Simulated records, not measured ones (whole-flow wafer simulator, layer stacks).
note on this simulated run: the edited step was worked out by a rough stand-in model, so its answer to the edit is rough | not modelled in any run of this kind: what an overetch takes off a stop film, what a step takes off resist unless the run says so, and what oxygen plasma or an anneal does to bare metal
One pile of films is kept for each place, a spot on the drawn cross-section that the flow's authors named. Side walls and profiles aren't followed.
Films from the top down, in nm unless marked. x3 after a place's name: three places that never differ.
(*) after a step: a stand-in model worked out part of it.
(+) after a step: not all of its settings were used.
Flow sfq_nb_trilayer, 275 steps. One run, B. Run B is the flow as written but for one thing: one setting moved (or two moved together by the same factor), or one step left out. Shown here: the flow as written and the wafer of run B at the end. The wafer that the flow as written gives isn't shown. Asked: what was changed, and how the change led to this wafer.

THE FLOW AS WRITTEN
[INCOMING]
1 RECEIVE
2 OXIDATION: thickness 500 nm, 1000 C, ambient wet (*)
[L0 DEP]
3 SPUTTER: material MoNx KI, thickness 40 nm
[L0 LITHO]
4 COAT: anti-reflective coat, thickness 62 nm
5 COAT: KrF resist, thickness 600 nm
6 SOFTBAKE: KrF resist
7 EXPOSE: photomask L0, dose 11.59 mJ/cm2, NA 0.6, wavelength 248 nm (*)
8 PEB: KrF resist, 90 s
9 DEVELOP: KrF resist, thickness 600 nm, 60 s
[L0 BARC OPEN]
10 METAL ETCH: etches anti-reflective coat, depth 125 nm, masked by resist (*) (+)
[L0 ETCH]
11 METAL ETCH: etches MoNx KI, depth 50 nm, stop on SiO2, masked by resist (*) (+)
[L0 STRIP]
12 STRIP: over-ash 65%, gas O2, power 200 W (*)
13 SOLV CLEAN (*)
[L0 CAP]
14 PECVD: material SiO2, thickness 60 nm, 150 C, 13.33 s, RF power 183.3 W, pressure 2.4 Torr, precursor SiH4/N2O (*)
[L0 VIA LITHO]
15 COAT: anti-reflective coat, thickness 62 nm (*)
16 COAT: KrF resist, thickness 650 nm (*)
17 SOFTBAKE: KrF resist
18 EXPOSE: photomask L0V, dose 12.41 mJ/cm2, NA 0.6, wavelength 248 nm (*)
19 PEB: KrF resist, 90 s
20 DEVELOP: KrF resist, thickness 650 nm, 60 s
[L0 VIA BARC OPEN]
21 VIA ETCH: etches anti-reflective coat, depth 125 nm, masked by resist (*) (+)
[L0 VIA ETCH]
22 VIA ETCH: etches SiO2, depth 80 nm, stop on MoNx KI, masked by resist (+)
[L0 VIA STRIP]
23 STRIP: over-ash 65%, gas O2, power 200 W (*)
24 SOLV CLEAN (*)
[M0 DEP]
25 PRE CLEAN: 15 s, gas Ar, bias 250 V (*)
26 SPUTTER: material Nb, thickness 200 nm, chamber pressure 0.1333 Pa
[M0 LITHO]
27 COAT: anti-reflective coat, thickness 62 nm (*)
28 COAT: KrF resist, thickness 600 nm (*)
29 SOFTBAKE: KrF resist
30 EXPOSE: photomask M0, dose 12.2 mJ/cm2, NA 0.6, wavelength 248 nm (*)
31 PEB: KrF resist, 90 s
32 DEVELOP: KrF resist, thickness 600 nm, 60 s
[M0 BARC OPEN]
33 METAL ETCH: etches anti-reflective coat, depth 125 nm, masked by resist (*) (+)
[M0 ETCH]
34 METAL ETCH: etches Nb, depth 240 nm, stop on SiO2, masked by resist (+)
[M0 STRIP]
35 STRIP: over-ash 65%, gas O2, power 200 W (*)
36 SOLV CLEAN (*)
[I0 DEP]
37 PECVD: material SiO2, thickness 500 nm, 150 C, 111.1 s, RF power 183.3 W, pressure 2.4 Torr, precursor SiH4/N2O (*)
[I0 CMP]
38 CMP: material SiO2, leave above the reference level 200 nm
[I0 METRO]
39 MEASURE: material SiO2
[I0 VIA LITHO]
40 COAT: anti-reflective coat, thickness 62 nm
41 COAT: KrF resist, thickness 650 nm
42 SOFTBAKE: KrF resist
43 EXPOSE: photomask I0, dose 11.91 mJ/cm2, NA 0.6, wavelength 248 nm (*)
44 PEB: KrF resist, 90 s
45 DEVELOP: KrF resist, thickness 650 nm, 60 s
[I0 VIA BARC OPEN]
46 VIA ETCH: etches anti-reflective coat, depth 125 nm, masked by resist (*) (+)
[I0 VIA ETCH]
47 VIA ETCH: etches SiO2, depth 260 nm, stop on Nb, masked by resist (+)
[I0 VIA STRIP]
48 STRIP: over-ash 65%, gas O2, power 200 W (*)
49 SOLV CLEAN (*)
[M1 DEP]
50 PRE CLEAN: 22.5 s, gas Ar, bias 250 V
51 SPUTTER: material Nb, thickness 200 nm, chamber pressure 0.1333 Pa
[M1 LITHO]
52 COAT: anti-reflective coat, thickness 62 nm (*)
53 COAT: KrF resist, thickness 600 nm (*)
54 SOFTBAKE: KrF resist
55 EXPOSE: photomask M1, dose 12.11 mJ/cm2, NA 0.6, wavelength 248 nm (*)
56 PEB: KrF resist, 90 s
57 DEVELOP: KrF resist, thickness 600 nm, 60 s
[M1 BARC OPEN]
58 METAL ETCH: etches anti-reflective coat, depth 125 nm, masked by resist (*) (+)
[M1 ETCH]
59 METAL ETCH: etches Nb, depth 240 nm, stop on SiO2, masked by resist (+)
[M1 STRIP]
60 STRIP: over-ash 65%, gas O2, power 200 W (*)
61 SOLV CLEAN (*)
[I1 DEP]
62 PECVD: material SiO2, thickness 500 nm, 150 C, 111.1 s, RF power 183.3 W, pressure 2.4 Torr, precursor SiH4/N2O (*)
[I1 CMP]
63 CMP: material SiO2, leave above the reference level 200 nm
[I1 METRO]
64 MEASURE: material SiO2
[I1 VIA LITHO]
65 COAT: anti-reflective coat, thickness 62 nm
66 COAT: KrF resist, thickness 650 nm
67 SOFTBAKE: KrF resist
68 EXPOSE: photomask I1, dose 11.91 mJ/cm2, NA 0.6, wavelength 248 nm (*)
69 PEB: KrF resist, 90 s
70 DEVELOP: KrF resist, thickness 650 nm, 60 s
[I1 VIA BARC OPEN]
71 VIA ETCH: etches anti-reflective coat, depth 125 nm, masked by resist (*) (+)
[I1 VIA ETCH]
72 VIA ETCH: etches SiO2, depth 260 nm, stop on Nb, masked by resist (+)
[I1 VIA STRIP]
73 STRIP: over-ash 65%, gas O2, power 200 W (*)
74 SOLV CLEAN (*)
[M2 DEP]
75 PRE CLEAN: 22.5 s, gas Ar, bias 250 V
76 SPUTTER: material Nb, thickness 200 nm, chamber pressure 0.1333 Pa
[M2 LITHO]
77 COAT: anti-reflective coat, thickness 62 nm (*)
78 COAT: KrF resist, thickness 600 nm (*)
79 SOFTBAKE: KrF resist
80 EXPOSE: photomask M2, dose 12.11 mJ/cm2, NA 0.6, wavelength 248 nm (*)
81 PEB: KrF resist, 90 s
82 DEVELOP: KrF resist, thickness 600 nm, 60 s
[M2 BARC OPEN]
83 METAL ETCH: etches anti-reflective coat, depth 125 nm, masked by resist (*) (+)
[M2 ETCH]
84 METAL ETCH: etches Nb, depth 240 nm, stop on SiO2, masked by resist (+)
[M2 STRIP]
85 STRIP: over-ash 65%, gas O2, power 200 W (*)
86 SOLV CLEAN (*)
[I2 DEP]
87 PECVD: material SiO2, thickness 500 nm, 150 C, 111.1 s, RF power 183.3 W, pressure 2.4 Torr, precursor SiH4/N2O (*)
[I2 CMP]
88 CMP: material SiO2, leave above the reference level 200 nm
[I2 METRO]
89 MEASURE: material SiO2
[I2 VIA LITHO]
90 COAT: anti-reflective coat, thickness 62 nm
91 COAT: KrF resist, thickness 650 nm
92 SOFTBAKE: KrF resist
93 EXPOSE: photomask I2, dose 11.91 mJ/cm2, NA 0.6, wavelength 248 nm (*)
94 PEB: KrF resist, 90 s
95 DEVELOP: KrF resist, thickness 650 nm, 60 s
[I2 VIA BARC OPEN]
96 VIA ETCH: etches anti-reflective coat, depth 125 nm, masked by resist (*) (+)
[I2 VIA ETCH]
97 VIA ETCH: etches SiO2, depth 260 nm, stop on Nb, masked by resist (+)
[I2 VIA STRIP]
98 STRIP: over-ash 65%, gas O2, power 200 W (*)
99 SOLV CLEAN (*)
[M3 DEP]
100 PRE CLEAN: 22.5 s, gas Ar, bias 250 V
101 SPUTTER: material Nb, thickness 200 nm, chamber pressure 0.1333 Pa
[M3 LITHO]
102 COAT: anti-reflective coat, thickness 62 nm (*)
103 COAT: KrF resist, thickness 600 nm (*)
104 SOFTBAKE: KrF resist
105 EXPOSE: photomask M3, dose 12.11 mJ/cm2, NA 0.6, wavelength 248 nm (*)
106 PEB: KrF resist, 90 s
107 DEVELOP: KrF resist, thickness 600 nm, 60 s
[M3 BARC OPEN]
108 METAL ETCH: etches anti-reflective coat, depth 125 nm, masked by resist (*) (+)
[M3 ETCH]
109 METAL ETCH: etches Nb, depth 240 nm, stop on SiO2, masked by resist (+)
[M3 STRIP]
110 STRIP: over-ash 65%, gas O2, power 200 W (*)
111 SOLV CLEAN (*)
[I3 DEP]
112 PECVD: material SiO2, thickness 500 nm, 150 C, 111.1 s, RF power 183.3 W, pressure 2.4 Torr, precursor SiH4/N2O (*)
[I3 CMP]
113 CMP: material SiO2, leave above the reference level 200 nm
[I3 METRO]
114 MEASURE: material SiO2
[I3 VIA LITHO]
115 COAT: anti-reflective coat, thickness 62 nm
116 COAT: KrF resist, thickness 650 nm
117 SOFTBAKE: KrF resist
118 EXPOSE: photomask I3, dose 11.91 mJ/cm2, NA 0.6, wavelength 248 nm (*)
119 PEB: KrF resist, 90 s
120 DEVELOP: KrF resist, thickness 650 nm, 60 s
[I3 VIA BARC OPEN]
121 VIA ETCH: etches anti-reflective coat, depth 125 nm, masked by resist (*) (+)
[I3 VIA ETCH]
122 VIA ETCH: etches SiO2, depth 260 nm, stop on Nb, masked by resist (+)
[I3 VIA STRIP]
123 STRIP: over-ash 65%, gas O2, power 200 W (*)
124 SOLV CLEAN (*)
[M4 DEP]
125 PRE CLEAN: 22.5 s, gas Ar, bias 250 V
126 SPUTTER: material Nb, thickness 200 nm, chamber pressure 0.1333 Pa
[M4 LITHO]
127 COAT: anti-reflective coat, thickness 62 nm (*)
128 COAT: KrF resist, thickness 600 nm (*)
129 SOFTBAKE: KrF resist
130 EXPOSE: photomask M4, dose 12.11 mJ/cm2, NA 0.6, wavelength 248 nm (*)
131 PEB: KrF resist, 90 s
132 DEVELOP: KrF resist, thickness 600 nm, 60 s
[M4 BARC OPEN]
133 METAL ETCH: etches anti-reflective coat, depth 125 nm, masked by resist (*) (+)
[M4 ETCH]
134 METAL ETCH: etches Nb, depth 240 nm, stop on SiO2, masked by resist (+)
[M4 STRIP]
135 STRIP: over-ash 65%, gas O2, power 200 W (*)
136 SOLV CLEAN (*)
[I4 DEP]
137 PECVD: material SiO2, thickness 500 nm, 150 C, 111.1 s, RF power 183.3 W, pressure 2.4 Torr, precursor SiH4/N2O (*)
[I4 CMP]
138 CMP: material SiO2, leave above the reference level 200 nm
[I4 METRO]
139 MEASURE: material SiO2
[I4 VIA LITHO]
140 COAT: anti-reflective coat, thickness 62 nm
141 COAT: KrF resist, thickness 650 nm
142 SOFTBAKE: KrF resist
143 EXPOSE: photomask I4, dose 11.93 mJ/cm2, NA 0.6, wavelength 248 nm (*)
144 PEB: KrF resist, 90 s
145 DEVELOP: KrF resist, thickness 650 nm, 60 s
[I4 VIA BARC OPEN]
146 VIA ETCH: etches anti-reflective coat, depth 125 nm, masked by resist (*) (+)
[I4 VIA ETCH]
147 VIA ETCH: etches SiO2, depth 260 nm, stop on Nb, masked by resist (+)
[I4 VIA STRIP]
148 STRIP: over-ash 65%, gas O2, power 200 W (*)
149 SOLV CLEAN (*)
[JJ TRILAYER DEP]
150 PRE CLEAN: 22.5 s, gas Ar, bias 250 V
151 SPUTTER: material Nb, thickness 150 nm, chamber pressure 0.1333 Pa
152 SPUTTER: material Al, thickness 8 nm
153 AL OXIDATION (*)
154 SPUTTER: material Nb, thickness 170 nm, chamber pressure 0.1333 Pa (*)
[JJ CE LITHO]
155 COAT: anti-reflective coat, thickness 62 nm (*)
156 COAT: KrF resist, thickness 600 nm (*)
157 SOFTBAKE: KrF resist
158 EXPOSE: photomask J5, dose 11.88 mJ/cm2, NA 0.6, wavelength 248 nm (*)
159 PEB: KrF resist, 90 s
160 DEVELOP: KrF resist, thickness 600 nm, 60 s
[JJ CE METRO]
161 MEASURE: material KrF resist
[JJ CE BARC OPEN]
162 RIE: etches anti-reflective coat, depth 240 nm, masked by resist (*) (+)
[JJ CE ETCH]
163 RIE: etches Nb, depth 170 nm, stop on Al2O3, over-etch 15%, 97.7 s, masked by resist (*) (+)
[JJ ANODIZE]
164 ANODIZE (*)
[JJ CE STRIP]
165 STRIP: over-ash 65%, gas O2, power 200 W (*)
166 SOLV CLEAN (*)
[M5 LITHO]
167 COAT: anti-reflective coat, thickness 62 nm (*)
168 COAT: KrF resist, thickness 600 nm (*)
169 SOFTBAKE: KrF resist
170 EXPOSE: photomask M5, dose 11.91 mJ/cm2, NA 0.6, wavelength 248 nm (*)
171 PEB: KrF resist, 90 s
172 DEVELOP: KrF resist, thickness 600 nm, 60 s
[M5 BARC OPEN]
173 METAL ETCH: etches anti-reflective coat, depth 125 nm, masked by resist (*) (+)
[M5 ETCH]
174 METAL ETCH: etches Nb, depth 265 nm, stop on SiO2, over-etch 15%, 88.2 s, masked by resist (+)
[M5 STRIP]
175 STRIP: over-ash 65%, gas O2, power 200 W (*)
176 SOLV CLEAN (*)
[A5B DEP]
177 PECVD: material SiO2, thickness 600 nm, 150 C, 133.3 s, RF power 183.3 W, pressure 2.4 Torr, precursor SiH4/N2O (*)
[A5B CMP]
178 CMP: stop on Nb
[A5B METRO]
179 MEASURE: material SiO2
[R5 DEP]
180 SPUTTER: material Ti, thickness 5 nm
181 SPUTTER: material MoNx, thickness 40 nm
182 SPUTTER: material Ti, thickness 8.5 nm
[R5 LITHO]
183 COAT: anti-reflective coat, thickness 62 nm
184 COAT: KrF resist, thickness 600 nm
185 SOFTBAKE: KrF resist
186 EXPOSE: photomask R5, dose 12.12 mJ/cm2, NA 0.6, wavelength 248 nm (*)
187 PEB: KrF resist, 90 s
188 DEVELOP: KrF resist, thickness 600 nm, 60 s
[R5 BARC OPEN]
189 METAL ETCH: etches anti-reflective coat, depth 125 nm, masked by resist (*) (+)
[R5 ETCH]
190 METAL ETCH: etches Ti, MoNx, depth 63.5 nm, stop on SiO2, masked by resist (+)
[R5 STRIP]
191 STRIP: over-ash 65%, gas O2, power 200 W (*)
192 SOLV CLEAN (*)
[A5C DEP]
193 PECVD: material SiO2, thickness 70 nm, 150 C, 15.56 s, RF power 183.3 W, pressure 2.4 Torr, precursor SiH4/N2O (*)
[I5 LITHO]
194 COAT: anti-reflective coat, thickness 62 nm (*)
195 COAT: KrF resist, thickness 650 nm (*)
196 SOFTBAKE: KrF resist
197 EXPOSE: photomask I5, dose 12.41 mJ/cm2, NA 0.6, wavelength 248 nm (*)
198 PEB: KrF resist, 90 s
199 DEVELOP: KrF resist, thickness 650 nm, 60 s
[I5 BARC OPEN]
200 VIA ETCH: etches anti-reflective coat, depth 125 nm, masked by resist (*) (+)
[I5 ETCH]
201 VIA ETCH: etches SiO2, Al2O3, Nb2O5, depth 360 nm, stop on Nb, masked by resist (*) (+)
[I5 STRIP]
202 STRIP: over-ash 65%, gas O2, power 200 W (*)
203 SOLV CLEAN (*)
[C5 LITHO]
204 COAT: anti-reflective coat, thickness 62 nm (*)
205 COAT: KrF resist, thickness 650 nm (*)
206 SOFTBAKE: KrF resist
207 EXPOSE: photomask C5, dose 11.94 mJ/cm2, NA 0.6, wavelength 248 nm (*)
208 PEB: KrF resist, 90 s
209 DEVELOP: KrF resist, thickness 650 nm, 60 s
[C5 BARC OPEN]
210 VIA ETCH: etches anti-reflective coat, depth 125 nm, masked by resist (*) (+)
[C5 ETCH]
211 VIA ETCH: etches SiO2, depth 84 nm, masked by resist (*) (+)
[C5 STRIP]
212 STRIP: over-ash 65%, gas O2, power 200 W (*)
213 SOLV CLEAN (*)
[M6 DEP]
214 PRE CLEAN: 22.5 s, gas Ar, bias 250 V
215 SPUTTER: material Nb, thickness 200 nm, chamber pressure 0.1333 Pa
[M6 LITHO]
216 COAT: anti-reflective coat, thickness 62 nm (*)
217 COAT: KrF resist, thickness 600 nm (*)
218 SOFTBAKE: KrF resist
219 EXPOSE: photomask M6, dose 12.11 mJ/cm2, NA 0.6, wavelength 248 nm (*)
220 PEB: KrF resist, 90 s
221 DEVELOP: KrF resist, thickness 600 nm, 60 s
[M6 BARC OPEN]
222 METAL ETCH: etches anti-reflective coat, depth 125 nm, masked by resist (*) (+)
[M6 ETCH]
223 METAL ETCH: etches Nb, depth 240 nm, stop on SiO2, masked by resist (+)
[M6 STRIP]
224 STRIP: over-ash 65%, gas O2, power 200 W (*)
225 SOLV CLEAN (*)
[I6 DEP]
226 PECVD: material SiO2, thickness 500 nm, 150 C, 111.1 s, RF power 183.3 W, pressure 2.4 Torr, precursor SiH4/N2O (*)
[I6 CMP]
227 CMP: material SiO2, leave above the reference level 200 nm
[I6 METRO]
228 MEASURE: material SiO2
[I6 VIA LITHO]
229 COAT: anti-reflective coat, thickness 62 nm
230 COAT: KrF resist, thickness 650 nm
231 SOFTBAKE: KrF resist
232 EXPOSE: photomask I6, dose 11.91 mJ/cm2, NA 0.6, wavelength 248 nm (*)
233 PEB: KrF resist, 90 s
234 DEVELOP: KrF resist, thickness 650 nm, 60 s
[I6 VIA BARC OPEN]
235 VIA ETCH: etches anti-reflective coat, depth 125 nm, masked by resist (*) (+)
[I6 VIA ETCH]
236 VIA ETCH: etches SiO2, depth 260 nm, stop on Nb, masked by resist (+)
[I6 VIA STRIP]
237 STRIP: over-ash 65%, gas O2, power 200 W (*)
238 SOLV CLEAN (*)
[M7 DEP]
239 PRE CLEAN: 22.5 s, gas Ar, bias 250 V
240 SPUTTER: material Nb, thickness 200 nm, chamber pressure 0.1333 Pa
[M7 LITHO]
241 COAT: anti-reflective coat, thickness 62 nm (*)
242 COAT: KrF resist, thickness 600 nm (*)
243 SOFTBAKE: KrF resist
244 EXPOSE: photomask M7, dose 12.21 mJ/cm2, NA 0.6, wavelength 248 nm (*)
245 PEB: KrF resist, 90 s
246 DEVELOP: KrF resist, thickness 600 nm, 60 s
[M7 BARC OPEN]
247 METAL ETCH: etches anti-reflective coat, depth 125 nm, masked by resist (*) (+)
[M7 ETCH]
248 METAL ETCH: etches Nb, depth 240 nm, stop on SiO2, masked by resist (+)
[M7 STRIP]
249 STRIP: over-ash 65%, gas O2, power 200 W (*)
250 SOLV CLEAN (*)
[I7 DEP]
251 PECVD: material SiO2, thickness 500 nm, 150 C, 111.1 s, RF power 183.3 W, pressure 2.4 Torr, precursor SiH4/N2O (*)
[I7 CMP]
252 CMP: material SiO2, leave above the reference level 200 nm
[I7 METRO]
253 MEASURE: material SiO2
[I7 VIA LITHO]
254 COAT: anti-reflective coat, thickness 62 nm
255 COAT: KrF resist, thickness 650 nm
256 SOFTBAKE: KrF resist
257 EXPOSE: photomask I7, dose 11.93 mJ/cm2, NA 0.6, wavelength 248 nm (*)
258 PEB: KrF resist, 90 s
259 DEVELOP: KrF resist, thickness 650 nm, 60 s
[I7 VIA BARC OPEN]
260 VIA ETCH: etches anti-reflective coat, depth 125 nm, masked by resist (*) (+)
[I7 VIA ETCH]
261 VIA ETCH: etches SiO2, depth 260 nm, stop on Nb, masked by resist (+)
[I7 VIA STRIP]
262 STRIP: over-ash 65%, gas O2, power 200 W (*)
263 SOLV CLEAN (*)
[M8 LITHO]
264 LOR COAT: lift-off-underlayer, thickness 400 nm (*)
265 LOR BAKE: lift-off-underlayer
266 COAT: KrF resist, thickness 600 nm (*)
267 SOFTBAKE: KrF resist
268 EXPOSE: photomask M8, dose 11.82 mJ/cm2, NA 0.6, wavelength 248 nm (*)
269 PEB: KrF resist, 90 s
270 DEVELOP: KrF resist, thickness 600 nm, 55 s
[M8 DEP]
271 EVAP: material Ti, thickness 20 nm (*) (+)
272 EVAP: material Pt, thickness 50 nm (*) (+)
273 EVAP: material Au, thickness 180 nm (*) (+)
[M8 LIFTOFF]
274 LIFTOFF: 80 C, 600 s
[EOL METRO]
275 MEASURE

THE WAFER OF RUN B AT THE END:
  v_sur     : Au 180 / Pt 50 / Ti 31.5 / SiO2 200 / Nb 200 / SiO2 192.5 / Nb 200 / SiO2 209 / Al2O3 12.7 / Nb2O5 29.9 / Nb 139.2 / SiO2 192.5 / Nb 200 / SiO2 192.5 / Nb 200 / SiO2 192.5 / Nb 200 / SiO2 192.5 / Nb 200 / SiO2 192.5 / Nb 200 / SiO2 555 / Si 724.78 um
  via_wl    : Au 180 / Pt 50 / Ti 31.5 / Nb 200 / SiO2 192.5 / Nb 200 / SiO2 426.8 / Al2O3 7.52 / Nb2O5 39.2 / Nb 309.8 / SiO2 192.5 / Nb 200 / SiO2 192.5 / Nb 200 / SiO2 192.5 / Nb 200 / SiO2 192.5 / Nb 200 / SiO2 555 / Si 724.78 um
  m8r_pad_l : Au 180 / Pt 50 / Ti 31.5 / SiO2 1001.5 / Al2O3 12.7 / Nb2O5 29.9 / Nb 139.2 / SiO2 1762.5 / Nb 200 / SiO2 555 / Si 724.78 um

The cause: step 271, EVAP: thickness 31.5 nm was run, where the flow has thickness 20 nm.
It can be read off the wafer: v_sur has Ti 31.5, and step 271 as written asks for 20 nm.

How the change led to this, step by step:
  271 EVAP: material Ti, thickness 20 nm (*) (+)
      field_l, v_sur, via_wl and 103 more: Ti +31.5 (new film) (as written it would be: Ti +20 (new film))
  274 LIFTOFF: 80 C, 600 s
      p4_fl, p4_fm, p4_w1 and 71 more: Au -180 (all of it), Pt -50 (all of it), Ti -31.5 (all of it), KrF resist -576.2 (all of it), lift-off-underlayer -400 (all of it) (as written it would be: Au -180 (all of it), Pt -50 (all of it), Ti -20 (all of it), KrF resist -576.2 (all of it), lift-off-underlayer -400 (all of it))
      c5j, ce_r: Au -180 (all of it), Pt -50 (all of it), Ti -31.5 (all of it), KrF resist -573.3 (all of it), lift-off-underlayer -399.3 (all of it) (as written it would be: Au -180 (all of it), Pt -50 (all of it), Ti -20 (all of it), KrF resist -573.3 (all of it), lift-off-underlayer -399.3 (all of it))
      (and at 19 more places)
